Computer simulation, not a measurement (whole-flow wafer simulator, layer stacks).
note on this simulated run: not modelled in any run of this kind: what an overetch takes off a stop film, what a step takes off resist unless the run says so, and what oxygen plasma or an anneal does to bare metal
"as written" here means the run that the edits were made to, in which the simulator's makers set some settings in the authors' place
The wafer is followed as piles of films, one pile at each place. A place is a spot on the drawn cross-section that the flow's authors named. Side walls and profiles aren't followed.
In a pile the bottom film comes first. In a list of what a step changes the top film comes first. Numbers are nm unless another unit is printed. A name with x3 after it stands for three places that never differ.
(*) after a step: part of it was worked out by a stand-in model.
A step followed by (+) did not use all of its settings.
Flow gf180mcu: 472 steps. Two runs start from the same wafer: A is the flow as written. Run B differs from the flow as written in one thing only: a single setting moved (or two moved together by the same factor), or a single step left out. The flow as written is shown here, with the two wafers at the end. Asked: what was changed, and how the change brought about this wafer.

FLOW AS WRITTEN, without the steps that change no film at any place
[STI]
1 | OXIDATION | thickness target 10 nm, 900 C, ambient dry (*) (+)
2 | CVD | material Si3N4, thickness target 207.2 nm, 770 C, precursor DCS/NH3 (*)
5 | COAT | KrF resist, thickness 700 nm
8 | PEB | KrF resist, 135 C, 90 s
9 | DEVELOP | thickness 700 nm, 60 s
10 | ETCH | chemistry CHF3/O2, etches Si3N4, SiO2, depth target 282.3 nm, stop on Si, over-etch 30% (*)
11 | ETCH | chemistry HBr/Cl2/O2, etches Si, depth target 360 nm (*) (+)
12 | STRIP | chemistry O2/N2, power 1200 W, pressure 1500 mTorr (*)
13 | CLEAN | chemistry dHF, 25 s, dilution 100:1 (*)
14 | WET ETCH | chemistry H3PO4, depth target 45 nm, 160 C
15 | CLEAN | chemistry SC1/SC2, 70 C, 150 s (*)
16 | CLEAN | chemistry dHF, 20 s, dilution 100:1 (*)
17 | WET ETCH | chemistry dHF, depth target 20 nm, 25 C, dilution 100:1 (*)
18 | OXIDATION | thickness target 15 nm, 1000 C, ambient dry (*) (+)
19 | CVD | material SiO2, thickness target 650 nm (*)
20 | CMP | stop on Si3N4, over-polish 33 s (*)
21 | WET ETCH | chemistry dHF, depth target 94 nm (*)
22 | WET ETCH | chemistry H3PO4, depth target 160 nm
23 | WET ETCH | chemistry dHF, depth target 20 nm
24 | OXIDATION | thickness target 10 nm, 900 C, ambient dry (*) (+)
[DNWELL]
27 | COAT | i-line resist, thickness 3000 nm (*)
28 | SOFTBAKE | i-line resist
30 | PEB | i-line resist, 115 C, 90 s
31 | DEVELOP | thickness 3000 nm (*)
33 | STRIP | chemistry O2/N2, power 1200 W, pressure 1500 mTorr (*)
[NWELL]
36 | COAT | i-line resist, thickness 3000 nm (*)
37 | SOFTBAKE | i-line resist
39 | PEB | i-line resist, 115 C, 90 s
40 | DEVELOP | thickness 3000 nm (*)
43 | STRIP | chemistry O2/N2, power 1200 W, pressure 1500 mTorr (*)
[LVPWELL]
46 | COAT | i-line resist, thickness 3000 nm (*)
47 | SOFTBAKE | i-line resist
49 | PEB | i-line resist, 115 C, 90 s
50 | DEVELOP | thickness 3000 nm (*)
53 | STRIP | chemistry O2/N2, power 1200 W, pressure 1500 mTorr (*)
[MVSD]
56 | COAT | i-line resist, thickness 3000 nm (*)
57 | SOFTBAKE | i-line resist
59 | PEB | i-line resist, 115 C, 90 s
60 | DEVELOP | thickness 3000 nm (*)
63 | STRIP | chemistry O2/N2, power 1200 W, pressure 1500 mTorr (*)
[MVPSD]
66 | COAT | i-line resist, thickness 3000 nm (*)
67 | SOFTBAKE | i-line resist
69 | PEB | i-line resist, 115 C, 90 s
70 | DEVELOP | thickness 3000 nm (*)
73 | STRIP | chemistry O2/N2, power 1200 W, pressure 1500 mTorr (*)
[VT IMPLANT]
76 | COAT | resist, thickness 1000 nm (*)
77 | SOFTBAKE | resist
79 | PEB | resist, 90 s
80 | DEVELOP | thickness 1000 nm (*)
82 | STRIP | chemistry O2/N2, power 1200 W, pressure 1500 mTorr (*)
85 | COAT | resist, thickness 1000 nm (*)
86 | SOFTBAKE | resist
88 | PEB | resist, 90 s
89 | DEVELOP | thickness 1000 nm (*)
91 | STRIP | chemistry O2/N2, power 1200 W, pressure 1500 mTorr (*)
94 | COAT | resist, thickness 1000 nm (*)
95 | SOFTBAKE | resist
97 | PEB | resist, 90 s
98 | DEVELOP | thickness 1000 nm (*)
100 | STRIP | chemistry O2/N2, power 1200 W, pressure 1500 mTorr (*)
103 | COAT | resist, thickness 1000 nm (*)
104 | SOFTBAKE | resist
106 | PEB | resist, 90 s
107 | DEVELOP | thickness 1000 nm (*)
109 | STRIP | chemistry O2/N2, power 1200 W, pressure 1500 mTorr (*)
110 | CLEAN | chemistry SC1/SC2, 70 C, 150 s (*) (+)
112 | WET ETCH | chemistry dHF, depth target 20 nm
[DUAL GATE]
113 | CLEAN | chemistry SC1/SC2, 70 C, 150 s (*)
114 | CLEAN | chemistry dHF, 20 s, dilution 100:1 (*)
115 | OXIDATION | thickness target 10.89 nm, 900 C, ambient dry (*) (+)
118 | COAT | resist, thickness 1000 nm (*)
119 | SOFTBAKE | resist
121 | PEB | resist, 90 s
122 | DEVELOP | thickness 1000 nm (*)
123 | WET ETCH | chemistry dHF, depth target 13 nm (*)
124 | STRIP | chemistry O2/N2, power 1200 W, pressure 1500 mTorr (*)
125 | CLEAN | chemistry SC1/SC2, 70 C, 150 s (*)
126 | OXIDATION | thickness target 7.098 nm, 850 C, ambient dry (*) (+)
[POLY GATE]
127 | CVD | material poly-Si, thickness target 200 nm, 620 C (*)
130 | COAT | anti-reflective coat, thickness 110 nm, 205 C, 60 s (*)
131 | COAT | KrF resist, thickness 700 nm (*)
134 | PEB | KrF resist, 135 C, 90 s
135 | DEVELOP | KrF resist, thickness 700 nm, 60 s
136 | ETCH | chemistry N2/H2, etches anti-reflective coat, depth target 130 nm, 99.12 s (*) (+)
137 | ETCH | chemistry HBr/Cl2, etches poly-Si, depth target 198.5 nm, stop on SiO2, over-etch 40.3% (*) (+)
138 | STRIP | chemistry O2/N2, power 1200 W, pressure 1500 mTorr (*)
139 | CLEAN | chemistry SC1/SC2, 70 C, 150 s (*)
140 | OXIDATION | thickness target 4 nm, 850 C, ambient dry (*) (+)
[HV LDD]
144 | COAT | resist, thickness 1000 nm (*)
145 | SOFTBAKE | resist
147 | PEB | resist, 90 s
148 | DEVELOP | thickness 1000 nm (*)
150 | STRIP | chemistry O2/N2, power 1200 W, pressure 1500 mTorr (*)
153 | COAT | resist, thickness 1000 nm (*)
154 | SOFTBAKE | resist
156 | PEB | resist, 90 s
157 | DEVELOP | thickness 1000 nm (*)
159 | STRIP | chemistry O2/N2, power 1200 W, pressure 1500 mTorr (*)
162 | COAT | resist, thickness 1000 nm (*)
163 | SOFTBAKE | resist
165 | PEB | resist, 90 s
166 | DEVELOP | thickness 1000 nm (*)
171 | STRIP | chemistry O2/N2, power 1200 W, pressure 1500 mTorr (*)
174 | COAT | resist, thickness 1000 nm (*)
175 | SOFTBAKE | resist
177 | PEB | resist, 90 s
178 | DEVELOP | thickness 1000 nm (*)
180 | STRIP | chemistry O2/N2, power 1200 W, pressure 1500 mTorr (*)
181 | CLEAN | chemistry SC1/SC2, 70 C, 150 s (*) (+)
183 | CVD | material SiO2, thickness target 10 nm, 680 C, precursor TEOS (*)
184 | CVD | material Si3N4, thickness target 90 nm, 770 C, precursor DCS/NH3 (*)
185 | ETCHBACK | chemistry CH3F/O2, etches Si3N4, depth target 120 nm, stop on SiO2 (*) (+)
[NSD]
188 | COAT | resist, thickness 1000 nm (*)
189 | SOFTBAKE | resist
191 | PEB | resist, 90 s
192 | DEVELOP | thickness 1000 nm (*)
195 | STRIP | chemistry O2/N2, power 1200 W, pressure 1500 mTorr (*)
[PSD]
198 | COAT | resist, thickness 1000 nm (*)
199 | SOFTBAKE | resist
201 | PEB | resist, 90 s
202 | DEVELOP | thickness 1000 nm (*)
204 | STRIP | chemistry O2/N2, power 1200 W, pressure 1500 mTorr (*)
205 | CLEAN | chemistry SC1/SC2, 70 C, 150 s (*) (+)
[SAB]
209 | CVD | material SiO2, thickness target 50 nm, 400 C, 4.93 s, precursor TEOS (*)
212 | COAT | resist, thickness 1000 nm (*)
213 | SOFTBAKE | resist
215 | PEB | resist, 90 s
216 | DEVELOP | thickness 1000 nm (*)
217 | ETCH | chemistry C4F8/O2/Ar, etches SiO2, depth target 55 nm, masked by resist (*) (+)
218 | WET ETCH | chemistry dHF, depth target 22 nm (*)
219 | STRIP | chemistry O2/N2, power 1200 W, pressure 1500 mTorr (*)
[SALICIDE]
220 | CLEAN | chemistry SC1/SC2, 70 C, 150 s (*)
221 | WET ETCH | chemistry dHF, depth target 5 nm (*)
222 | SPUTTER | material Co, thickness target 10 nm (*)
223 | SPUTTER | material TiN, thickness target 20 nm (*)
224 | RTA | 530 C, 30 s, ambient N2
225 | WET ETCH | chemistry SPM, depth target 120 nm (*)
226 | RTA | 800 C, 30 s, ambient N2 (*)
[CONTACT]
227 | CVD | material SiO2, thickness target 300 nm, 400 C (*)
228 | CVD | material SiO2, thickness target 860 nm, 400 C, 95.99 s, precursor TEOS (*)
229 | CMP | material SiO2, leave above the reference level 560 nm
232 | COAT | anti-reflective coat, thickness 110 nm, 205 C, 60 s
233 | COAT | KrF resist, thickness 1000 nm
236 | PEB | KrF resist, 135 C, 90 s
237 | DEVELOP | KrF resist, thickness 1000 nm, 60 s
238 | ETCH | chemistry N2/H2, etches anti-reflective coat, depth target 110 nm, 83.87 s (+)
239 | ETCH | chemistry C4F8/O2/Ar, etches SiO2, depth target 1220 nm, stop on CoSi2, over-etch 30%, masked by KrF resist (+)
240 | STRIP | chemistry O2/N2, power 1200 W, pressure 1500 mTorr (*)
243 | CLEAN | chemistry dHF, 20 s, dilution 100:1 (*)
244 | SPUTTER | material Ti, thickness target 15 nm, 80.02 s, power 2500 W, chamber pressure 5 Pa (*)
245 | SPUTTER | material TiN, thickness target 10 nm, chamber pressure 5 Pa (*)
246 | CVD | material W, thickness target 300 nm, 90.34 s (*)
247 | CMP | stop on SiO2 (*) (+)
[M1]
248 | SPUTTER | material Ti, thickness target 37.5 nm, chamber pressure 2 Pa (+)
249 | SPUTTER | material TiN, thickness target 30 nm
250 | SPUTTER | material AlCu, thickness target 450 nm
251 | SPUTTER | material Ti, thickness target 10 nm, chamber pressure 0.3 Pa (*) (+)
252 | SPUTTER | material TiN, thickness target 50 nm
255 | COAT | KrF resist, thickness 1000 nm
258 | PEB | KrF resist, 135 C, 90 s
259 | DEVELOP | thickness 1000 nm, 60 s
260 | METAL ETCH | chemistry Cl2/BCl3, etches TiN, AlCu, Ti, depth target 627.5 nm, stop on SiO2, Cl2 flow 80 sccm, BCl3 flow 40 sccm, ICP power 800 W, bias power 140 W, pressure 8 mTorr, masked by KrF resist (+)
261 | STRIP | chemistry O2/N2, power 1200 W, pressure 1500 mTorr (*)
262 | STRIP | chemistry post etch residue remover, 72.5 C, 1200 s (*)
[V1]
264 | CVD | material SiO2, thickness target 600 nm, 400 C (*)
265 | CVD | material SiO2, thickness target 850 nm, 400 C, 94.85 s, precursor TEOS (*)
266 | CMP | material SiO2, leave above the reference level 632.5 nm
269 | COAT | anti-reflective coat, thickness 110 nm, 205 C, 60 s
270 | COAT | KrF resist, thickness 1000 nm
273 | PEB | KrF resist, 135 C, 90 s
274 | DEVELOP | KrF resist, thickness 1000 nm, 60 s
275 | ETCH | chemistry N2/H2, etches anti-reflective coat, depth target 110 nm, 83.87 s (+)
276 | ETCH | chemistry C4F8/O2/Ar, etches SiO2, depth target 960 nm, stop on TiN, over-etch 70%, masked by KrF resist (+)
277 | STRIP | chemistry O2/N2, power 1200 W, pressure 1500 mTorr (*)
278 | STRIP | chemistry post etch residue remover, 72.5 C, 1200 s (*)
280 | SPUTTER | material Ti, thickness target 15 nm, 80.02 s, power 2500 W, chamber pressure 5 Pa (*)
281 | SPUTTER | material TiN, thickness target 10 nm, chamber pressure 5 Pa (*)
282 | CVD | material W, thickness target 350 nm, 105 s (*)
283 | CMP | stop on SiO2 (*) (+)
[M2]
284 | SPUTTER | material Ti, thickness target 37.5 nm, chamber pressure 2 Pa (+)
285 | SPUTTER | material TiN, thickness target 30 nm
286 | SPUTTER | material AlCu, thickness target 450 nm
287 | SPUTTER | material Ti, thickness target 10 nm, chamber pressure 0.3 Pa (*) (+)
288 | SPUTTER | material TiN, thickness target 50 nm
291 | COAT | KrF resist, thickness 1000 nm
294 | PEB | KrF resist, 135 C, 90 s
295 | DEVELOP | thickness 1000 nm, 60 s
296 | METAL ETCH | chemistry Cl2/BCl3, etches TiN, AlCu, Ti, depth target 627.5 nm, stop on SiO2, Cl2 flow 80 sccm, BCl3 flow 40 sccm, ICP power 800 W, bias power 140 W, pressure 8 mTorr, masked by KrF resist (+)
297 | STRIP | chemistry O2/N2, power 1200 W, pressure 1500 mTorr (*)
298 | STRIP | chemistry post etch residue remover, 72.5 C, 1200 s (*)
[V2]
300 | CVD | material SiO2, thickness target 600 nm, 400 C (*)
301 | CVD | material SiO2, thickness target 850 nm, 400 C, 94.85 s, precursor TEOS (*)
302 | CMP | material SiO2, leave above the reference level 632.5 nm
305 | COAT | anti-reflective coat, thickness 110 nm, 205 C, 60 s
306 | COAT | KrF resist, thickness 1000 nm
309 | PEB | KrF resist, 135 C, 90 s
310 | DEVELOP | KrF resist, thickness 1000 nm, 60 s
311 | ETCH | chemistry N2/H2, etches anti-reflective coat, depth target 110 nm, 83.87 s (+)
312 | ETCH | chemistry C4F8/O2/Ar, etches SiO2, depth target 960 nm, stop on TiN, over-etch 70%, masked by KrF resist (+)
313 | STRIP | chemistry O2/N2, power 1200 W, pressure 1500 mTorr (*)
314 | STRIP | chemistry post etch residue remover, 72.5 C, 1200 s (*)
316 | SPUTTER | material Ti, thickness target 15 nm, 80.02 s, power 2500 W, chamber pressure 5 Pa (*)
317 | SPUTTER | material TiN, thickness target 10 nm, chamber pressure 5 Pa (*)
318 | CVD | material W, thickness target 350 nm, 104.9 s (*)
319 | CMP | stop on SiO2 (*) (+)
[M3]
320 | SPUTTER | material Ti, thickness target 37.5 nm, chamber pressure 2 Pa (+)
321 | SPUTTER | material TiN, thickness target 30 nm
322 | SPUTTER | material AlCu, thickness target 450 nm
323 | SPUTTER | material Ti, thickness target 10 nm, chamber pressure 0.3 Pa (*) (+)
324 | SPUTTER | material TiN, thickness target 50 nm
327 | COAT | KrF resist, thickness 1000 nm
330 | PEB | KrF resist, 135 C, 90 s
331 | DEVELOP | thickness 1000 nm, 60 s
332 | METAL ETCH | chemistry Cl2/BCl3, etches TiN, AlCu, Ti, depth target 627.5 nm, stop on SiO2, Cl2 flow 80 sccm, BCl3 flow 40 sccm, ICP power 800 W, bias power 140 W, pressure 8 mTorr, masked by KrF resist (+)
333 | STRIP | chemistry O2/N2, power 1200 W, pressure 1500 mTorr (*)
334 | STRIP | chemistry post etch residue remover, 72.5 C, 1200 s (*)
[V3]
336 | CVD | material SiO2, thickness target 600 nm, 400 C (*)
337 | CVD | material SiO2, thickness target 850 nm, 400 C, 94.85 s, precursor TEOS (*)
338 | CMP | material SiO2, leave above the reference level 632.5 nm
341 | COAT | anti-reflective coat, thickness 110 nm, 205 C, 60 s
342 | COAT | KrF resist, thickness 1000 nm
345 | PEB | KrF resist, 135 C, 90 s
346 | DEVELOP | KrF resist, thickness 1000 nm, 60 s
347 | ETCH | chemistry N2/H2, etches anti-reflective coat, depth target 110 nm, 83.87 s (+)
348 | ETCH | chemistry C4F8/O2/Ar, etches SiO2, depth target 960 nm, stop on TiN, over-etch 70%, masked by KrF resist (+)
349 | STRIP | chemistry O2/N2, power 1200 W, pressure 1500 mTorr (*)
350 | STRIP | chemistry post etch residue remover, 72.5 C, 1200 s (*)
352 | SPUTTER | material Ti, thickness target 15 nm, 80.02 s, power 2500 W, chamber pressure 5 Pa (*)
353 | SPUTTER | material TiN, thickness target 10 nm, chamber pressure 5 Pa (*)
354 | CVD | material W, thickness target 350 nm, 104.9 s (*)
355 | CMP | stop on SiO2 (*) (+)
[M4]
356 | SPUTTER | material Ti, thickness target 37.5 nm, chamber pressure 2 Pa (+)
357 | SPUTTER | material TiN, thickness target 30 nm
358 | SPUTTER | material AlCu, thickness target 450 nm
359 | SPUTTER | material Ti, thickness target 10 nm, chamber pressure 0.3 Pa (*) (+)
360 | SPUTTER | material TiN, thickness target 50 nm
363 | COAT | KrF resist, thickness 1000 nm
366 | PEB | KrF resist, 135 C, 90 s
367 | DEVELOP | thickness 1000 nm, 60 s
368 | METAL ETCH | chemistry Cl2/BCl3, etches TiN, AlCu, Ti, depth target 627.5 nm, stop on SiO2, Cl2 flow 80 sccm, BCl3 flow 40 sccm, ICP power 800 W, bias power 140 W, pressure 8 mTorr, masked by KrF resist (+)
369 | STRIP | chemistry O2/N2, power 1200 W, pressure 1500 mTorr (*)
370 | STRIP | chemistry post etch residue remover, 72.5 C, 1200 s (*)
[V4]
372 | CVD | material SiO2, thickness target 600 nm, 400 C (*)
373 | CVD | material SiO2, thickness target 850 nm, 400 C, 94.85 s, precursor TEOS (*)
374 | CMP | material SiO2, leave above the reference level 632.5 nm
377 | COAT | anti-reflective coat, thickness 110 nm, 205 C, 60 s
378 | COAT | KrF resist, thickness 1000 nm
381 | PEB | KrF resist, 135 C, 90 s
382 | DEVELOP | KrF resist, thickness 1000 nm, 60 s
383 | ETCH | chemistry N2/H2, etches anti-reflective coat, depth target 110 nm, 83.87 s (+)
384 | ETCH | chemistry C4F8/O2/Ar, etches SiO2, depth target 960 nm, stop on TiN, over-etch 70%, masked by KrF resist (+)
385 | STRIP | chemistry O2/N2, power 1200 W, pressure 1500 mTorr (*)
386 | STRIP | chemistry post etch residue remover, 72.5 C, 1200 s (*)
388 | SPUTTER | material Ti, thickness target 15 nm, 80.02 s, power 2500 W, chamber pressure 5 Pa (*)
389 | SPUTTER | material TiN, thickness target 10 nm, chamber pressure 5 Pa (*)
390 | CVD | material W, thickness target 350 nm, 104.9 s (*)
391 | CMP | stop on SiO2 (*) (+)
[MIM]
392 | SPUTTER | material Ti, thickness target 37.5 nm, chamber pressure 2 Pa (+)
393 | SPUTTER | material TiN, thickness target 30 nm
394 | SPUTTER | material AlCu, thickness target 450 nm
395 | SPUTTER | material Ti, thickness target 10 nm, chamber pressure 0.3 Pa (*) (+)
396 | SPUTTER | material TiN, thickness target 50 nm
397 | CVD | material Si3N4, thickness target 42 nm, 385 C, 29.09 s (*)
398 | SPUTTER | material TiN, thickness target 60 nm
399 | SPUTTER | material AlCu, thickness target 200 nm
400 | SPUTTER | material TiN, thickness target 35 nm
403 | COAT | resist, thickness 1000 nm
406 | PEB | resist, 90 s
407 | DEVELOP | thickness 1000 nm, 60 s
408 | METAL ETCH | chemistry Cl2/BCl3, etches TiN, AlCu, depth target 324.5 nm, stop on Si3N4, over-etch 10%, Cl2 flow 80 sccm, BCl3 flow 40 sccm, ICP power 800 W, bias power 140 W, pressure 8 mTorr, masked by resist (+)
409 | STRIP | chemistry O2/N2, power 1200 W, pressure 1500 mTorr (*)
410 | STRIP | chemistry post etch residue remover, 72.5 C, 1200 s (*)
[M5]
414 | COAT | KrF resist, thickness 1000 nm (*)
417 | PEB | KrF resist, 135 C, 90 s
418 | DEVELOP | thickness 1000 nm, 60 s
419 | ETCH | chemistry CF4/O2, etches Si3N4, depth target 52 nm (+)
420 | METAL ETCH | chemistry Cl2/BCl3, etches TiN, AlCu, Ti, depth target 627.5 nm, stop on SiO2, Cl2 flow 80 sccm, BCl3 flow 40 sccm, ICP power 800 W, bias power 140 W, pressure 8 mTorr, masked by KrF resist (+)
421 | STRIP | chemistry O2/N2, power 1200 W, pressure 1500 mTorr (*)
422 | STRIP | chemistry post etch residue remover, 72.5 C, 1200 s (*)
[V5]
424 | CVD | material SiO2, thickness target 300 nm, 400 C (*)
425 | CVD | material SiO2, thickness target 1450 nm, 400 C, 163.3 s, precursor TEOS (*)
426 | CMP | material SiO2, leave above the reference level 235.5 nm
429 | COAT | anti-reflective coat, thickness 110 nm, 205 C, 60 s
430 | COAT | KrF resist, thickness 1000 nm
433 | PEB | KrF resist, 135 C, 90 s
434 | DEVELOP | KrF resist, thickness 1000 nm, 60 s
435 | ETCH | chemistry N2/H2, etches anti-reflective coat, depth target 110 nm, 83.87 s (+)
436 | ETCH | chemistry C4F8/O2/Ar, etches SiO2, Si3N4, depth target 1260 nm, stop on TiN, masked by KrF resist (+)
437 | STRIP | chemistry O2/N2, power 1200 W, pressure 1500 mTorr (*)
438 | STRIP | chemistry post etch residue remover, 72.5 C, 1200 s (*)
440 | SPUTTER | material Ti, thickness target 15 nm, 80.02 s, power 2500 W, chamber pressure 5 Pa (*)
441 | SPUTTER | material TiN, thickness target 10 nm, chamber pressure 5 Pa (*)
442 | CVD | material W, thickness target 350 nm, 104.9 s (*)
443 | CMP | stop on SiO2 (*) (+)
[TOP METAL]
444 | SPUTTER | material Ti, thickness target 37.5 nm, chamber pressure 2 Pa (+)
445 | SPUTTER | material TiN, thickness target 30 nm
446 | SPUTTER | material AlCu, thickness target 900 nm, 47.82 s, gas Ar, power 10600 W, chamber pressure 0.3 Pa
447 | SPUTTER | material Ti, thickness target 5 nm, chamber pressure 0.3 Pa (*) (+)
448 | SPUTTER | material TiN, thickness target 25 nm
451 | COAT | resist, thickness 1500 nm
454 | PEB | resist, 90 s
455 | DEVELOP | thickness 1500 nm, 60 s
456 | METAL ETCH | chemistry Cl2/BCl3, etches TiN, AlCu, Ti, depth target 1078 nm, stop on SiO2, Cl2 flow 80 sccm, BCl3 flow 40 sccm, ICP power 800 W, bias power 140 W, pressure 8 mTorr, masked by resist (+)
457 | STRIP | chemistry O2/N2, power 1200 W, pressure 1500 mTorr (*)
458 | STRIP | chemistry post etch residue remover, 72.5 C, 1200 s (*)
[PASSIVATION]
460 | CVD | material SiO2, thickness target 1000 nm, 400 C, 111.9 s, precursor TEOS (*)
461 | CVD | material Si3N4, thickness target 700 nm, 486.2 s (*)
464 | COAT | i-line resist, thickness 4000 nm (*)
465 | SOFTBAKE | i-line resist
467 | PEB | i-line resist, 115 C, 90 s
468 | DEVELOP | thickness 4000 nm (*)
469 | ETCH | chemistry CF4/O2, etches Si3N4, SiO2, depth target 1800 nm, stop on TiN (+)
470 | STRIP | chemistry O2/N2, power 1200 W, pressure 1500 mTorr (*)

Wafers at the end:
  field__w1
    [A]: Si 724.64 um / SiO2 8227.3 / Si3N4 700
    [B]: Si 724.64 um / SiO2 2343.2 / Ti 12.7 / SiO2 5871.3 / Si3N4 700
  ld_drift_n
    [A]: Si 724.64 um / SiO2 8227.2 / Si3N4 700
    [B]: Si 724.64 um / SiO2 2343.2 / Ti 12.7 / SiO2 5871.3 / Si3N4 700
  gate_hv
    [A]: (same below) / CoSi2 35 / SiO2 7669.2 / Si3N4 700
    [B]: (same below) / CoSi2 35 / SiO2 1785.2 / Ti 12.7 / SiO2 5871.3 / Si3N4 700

The reason: step 296, METAL ETCH: depth target 564.8 nm was run, while the flow as written has depth target 627.5 nm.

How this came from the change, step by step:
  296 | METAL ETCH | chemistry Cl2/BCl3, etches TiN, AlCu, Ti, depth target 627.5 nm, stop on SiO2, Cl2 flow 80 sccm, BCl3 flow 40 sccm, ICP power 800 W, bias power 140 W, pressure 8 mTorr, masked by KrF resist (+)
      field, field__w1, field__w2 and 103 more: A TiN loses 50 (all of it), Ti loses 10 (all of it), AlCu loses 450 (all of it), TiN loses 30 (all of it), Ti loses 37.5 (all of it) | B TiN loses 50 (all of it), Ti loses 10 (all of it), AlCu loses 450 (all of it), TiN loses 30 (all of it), Ti loses 24.8
      field__w8, contact, m1, m1__w1, m1_nw: A KrF resist loses 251 | B KrF resist loses 225.9
  297 | STRIP | chemistry O2/N2, power 1200 W, pressure 1500 mTorr (*)
      field__w8, contact, m1, m1__w1, m1_nw: A KrF resist loses 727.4 (all of it) | B KrF resist loses 752.5 (all of it)
  300 | CVD | material SiO2, thickness target 600 nm, 400 C (*)
      field, field__w1, field__w2 and 103 more: A SiO2 gains 600 | B SiO2 gains 600 (new film)
  302 | CMP | material SiO2, leave above the reference level 632.5 nm
      field, field__w1, field__w2 and 103 more: A SiO2 loses 300 | B SiO2 loses 312.7
If metal films that touch count as one body, field__w1 has 1 body; the flow as written gives 0 bodies.
If metal films that touch count as one body, ld_drift_n has 1 body; the flow as written gives 0 bodies.
If metal films that touch count as one body, gate_hv has 2 bodies (between them, from the top down: SiO2 1785.2); the flow as written gives 1 body.
